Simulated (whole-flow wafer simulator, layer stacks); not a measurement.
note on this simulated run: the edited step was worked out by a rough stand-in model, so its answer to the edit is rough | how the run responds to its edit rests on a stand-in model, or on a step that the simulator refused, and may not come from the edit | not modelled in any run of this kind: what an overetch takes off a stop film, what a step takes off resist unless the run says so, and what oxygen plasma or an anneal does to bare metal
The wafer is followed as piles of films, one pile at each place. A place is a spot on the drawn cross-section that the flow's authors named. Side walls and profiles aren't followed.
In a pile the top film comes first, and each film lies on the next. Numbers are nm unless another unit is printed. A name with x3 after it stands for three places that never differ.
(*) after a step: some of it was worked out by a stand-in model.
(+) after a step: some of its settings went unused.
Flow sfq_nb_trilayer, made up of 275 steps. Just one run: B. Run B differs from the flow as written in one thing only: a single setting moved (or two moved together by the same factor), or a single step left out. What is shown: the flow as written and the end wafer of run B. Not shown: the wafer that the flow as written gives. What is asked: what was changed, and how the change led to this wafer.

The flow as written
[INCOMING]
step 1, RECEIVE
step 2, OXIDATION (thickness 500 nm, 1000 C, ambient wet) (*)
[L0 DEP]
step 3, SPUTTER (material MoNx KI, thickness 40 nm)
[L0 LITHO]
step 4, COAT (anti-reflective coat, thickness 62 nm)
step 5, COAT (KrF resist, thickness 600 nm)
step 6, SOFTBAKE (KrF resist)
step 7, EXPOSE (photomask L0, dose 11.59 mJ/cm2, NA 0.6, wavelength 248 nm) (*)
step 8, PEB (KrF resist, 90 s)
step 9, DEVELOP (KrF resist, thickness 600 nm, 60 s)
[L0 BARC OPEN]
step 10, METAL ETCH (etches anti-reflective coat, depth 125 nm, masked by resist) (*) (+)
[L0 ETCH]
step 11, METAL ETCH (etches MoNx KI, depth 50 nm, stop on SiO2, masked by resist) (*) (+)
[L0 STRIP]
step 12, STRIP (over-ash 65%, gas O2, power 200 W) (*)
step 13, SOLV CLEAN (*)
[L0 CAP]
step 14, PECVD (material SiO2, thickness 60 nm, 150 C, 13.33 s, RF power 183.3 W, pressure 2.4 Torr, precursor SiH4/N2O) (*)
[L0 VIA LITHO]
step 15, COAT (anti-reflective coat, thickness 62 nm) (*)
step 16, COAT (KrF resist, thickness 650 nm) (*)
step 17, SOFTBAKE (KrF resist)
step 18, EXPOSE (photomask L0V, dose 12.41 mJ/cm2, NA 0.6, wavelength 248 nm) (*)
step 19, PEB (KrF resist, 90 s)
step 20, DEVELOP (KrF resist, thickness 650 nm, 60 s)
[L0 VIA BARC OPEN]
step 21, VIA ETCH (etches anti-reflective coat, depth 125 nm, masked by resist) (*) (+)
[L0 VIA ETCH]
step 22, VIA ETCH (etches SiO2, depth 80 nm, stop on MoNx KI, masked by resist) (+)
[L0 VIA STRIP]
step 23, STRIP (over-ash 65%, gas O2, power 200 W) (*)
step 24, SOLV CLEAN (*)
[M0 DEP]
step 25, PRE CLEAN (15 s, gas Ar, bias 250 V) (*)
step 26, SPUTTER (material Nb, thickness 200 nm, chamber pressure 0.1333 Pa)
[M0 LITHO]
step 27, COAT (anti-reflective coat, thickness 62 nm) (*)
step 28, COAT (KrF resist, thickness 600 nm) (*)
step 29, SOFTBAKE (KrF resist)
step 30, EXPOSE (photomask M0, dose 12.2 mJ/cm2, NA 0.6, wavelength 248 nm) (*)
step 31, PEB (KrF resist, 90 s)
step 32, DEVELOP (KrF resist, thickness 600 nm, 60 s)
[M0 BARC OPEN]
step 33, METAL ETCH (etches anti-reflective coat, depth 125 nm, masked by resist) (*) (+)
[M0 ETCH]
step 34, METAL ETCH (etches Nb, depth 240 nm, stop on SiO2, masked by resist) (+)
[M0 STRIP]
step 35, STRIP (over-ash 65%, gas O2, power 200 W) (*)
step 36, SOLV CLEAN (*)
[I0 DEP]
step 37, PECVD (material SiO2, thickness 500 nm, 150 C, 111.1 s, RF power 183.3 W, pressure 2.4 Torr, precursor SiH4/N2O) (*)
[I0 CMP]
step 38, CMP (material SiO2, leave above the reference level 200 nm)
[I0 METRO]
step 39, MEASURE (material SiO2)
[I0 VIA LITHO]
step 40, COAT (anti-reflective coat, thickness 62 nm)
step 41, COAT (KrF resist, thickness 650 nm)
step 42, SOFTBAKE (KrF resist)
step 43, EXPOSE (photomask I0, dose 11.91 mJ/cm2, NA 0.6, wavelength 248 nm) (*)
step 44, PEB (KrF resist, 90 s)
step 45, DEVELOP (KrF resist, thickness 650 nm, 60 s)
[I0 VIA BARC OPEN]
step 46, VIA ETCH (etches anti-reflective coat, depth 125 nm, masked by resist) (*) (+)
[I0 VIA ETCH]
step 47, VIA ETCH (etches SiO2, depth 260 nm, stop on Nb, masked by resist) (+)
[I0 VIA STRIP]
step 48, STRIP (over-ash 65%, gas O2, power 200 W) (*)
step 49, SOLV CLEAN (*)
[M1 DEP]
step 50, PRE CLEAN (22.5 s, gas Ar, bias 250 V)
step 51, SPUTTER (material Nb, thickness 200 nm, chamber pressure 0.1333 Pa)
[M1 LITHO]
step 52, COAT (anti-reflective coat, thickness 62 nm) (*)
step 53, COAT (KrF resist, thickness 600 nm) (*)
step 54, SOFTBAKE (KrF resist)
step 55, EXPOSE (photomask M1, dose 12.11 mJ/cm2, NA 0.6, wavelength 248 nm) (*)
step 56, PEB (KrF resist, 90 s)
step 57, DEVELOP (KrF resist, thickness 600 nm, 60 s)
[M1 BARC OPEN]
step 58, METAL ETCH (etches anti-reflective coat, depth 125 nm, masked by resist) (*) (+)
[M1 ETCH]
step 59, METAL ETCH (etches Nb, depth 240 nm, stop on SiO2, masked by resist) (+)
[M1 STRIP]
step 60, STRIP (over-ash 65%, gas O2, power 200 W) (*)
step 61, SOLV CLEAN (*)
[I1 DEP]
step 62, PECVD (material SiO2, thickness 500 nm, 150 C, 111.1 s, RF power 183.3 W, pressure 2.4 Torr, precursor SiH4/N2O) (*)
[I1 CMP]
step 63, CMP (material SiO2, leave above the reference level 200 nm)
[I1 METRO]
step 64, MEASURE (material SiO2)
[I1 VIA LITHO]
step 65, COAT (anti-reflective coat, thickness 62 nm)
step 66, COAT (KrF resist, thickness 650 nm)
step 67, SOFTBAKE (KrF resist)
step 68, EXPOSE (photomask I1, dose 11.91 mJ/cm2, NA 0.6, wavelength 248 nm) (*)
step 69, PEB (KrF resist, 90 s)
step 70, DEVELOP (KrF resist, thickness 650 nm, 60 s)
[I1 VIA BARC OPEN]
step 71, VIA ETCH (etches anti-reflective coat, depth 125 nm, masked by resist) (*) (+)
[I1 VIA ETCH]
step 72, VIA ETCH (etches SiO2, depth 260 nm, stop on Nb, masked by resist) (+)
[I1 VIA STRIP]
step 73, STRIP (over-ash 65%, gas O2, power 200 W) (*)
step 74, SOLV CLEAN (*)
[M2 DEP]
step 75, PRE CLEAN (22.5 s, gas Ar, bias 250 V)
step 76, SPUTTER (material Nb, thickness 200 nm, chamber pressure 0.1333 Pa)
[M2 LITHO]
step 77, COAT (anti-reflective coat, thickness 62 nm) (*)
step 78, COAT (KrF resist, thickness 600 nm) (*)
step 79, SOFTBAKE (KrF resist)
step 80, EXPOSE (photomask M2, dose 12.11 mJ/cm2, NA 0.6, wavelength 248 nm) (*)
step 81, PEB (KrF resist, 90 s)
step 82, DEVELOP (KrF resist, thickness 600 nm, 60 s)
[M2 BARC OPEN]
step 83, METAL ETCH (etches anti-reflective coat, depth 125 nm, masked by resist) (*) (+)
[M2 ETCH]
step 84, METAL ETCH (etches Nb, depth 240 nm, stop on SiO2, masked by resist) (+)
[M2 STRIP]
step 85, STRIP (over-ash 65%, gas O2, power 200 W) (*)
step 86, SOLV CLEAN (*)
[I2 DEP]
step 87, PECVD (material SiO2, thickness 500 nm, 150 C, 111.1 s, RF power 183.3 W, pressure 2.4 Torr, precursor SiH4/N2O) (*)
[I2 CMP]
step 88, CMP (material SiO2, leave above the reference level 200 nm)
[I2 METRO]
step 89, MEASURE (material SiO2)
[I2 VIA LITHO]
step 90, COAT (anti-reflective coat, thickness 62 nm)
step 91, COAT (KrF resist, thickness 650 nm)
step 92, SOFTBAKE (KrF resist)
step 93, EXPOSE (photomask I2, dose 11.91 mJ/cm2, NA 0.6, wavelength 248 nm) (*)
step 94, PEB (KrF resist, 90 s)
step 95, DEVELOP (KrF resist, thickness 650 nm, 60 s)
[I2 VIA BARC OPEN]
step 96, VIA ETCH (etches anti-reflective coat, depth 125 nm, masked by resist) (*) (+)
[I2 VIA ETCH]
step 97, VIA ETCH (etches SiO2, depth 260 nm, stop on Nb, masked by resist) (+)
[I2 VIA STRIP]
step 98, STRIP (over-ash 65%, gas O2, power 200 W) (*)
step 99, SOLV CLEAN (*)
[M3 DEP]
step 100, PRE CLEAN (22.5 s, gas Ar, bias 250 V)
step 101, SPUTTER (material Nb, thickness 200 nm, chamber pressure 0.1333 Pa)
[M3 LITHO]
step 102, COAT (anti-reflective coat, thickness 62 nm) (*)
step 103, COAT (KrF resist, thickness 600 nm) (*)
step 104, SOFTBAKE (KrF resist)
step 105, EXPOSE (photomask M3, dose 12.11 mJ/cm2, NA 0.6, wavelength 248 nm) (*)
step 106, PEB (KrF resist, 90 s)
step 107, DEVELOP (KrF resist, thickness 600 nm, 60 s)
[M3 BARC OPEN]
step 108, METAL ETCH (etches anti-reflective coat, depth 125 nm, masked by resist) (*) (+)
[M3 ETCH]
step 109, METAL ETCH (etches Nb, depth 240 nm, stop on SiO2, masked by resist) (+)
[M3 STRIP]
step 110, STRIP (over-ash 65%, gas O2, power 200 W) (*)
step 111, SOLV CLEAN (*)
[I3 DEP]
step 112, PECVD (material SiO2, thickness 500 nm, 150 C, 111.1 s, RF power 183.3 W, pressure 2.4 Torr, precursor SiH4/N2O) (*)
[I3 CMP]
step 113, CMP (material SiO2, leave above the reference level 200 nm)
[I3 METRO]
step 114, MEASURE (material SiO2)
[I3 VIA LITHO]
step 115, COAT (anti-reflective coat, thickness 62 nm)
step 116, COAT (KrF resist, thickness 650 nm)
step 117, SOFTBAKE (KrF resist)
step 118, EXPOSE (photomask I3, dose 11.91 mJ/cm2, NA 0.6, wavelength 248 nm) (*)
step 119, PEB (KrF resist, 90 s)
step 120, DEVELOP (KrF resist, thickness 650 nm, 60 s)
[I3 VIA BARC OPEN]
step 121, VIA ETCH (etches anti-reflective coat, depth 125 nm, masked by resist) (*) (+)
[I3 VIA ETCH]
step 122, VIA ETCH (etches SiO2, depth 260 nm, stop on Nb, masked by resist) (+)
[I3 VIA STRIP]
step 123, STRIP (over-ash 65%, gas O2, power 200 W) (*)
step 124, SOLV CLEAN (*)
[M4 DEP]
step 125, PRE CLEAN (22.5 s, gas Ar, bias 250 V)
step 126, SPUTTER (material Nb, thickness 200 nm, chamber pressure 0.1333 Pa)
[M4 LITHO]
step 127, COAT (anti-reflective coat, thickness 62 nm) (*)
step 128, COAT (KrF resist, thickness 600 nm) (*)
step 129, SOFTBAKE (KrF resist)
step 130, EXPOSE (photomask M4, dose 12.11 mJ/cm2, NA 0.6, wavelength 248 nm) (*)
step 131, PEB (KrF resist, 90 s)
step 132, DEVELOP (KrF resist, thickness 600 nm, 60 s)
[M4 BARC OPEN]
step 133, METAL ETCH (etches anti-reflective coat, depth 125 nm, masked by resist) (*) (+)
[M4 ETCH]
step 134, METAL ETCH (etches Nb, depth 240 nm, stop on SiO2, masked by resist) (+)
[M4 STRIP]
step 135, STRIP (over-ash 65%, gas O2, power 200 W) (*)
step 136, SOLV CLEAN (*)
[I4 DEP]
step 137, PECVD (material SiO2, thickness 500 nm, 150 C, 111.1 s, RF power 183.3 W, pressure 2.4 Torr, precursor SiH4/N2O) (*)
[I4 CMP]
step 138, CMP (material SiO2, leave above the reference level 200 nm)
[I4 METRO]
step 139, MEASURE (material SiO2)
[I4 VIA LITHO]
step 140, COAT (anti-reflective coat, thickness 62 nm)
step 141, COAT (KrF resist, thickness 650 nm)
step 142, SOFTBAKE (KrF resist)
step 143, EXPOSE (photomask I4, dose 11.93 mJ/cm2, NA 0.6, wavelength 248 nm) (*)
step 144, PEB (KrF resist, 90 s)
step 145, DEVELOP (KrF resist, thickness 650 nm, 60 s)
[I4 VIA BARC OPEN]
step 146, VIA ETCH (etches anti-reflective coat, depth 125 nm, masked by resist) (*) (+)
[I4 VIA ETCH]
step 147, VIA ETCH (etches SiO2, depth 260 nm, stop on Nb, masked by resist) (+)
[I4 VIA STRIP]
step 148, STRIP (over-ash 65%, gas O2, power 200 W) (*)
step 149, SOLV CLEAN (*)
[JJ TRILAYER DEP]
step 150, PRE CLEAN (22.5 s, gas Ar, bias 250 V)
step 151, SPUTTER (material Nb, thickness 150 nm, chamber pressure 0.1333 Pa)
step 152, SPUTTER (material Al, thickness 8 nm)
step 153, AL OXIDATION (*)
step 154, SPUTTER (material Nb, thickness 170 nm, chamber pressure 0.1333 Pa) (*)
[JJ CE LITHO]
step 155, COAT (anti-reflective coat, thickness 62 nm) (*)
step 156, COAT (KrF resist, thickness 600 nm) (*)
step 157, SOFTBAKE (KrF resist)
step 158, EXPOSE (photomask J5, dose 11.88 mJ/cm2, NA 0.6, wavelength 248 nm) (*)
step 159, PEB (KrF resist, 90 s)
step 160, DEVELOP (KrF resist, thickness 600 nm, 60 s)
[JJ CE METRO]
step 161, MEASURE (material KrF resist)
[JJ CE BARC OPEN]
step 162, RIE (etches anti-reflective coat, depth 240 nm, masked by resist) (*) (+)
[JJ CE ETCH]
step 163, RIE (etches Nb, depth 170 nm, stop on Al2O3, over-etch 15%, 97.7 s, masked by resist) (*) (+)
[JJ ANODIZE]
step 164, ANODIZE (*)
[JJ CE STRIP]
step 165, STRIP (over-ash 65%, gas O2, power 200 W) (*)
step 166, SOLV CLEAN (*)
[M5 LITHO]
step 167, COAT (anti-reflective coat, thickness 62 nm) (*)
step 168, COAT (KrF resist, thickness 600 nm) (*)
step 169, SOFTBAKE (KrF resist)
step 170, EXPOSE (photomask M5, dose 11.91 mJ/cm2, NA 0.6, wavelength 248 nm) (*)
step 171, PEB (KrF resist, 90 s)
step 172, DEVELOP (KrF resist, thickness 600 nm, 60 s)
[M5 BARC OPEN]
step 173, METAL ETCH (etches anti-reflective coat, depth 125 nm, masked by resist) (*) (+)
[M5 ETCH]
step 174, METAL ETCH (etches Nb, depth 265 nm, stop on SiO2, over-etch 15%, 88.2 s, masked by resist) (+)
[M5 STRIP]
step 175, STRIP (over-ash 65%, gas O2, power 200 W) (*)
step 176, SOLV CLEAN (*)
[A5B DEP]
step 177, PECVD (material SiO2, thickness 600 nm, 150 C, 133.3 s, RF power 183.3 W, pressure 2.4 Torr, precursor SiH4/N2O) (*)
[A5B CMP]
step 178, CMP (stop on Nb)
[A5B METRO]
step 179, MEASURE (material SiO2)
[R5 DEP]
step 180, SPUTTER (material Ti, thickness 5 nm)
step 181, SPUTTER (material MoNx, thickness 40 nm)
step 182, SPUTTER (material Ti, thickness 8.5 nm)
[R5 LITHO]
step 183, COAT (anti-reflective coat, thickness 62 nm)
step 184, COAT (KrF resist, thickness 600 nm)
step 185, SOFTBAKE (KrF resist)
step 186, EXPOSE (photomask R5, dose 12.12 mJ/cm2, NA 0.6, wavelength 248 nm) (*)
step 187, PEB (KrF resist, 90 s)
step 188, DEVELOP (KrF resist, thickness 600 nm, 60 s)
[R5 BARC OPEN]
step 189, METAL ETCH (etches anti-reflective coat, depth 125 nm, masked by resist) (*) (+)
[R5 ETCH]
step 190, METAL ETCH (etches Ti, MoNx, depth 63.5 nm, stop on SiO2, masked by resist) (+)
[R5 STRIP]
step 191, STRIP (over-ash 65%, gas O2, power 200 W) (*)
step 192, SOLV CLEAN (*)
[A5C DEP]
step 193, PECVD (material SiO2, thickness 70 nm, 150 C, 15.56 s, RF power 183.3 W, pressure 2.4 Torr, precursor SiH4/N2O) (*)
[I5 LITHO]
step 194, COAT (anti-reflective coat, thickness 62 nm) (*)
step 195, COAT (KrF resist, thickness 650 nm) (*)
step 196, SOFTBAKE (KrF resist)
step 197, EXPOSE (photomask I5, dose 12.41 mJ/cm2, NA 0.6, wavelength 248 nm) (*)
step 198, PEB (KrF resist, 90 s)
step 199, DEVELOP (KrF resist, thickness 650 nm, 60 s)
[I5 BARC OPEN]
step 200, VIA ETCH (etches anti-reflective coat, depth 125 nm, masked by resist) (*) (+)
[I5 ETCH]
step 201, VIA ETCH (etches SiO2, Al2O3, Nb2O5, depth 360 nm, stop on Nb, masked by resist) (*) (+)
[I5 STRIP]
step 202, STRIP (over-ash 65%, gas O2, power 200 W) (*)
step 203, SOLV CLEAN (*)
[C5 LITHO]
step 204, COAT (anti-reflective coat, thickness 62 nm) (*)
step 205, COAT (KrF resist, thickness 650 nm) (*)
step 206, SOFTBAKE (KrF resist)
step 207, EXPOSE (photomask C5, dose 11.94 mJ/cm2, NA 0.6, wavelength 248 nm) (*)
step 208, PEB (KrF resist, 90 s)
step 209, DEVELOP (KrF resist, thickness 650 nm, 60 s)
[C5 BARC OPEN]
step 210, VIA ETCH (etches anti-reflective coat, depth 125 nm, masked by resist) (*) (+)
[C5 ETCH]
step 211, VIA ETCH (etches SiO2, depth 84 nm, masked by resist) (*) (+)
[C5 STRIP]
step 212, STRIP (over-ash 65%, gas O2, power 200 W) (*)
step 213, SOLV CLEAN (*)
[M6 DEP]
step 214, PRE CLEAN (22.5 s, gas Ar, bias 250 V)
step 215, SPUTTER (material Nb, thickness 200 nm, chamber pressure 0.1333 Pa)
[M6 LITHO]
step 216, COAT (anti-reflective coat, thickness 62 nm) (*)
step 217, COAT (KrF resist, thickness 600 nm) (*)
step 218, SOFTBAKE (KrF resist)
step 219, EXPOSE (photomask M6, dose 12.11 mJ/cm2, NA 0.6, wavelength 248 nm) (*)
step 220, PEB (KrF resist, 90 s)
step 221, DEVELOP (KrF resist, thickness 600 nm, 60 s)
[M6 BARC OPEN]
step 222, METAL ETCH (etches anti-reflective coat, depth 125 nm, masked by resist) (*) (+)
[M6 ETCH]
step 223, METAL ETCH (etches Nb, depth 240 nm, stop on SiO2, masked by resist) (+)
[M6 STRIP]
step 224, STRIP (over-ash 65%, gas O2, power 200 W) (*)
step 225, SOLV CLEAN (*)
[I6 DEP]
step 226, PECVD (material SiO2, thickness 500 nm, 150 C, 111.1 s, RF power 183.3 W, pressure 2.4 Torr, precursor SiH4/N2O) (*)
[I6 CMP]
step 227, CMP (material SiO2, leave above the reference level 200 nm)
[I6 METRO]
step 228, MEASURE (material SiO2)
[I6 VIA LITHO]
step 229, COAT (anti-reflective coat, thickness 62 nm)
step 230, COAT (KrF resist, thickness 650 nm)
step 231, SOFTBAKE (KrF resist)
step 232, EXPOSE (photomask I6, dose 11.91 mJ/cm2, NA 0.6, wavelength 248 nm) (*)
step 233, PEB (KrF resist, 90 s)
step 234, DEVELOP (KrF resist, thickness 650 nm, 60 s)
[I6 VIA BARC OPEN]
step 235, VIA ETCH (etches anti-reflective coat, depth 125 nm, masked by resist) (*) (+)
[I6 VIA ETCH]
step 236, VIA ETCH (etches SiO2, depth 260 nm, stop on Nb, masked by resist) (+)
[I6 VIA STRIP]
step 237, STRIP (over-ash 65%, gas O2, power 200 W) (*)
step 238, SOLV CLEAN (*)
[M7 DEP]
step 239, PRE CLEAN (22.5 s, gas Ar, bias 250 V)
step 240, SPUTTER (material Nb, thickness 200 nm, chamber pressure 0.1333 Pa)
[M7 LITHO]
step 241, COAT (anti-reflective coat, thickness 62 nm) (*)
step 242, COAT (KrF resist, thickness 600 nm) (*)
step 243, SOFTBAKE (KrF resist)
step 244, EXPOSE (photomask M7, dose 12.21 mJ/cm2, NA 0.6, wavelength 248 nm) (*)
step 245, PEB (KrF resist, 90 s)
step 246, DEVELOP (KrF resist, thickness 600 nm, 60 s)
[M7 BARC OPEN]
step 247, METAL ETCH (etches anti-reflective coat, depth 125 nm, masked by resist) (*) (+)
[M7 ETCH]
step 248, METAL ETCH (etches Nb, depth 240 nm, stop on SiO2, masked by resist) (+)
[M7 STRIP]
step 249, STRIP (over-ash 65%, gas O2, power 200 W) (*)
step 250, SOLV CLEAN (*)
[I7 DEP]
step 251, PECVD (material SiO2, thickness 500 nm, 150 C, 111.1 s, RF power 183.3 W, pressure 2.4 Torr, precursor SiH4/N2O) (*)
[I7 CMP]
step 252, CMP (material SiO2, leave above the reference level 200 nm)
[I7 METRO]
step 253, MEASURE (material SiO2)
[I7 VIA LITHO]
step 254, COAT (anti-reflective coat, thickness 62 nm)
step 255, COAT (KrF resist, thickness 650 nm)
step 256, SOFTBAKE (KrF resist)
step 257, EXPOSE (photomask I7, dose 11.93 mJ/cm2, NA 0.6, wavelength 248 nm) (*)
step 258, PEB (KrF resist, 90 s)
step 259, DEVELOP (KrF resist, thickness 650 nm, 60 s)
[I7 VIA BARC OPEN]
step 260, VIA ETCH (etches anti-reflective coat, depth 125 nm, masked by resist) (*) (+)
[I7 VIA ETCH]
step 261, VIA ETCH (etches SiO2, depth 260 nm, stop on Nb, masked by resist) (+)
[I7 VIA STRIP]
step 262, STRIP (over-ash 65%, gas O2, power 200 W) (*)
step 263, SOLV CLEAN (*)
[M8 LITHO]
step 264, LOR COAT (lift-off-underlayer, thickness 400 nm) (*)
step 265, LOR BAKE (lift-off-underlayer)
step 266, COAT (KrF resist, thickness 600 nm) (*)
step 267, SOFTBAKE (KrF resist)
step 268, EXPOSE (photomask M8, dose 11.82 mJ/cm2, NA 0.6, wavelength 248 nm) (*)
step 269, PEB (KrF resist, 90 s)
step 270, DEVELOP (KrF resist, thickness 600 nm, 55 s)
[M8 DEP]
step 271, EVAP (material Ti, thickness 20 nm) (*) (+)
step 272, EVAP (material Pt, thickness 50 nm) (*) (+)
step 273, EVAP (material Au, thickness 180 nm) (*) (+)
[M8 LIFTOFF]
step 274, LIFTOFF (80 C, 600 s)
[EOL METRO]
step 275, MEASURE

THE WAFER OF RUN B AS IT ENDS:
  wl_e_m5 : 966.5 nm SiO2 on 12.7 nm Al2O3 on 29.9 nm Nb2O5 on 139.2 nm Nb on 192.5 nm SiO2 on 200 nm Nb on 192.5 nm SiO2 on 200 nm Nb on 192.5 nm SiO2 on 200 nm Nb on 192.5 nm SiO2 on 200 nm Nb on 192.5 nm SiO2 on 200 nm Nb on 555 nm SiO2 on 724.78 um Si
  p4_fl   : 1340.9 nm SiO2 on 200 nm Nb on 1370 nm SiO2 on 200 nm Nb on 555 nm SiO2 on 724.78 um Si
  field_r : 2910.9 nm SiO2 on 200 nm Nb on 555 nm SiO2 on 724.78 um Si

Cause: step 193, PECVD: thickness 35 nm was run, while the flow as written has thickness 70 nm; step 193, PECVD: 7.778 s was run, where the flow has 15.56 s.

Step by step, how the change led to this:
  step 193, PECVD (material SiO2, thickness 70 nm, 150 C, 15.56 s, RF power 183.3 W, pressure 2.4 Torr, precursor SiH4/N2O) (*)
      field_l, v_sur, via_wl and 92 more: SiO2 gains 35 (in the flow as written it would be: SiO2 gains 70)
      ce_l, c5j, ce_r and 8 more: SiO2 gains 35 (new film) (in the flow as written it would be: SiO2 gains 70 (new film))
  step 201, VIA ETCH (etches SiO2, Al2O3, Nb2O5, depth 360 nm, stop on Nb, masked by resist) (*) (+)
      be: SiO2 loses 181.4 (all of it), Al2O3 loses 12.7 (all of it), Nb2O5 loses 29.9 (all of it) (in the flow as written it would be: SiO2 loses 216.4 (all of it), Al2O3 loses 12.7 (all of it), Nb2O5 loses 29.9 (all of it))
  step 204, COAT (anti-reflective coat, thickness 62 nm) (*)
      wire: anti-reflective coat gains 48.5 (new film) (in the flow as written it would be: anti-reflective coat gains 47.4 (new film))
      be: anti-reflective coat gains 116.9 (new film) (in the flow as written it would be: anti-reflective coat gains 122.2 (new film))
      (also at 1 further place)
  step 205, COAT (KrF resist, thickness 650 nm) (*)
      be: KrF resist gains 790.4 (new film) (in the flow as written it would be: KrF resist gains 815.3 (new film))
  step 211, VIA ETCH (etches SiO2, depth 84 nm, masked by resist) (*) (+)
      field_l, v_sur, via_wl and 97 more: KrF resist loses 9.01 (in the flow as written it would be: KrF resist loses 14.5)
      be, moat, lsp_l, r5r_line_c: KrF resist loses 9.02 (in the flow as written it would be: KrF resist loses 14.5)
      (also at 2 further places)
  step 212, STRIP (over-ash 65%, gas O2, power 200 W) (*)
      wire: KrF resist loses 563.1 (all of it), anti-reflective coat loses 48.5 (all of it) (in the flow as written it would be: KrF resist loses 555.8 (all of it), anti-reflective coat loses 47.4 (all of it))
      be: KrF resist loses 708.7 (all of it), anti-reflective coat loses 116.9 (all of it) (in the flow as written it would be: KrF resist loses 728.2 (all of it), anti-reflective coat loses 122.2 (all of it))
      (also at 1 further place)
  step 215, SPUTTER (material Nb, thickness 200 nm, chamber pressure 0.1333 Pa)
      be: Nb gains 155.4 (in the flow as written it would be: Nb gains 147.3)
      c5j: Nb gains 197.1 (in the flow as written it would be: Nb gains 188.4)
      (also at 1 further place)
  step 216, COAT (anti-reflective coat, thickness 62 nm) (*)
      wire: anti-reflective coat gains 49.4 (new film) (in the flow as written it would be: anti-reflective coat gains 48.3 (new film))
      be: anti-reflective coat gains 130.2 (new film) (in the flow as written it would be: anti-reflective coat gains 136.7 (new film))
      (also at 9 further places)
  step 217, COAT (KrF resist, thickness 600 nm) (*)
      be: KrF resist gains 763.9 (new film) (in the flow as written it would be: KrF resist gains 793.9 (new film))
      c5j: KrF resist gains 621.6 (new film) (in the flow as written it would be: KrF resist gains 636 (new film))
      (also at 1 further place)
  step 224, STRIP (over-ash 65%, gas O2, power 200 W) (*)
      wire: KrF resist loses 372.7 (all of it), anti-reflective coat loses 49.4 (all of it) (in the flow as written it would be: KrF resist loses 369.8 (all of it), anti-reflective coat loses 48.3 (all of it))
      be: KrF resist loses 545.9 (all of it), anti-reflective coat loses 130.2 (all of it) (in the flow as written it would be: KrF resist loses 575.8 (all of it), anti-reflective coat loses 136.7 (all of it))
      (also at 9 further places)
  step 226, PECVD (material SiO2, thickness 500 nm, 150 C, 111.1 s, RF power 183.3 W, pressure 2.4 Torr, precursor SiH4/N2O) (*)
      be: SiO2 gains 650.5 (new film) (in the flow as written it would be: SiO2 gains 693.5 (new film))
      c5j: SiO2 gains 500 (new film) (in the flow as written it would be: SiO2 gains 514.7 (new film))
  step 227, CMP (material SiO2, leave above the reference level 200 nm)
      c5j: SiO2 loses 251.7 (in the flow as written it would be: SiO2 loses 223)
      res: SiO2 loses 321.5 (in the flow as written it would be: SiO2 loses 279.4)
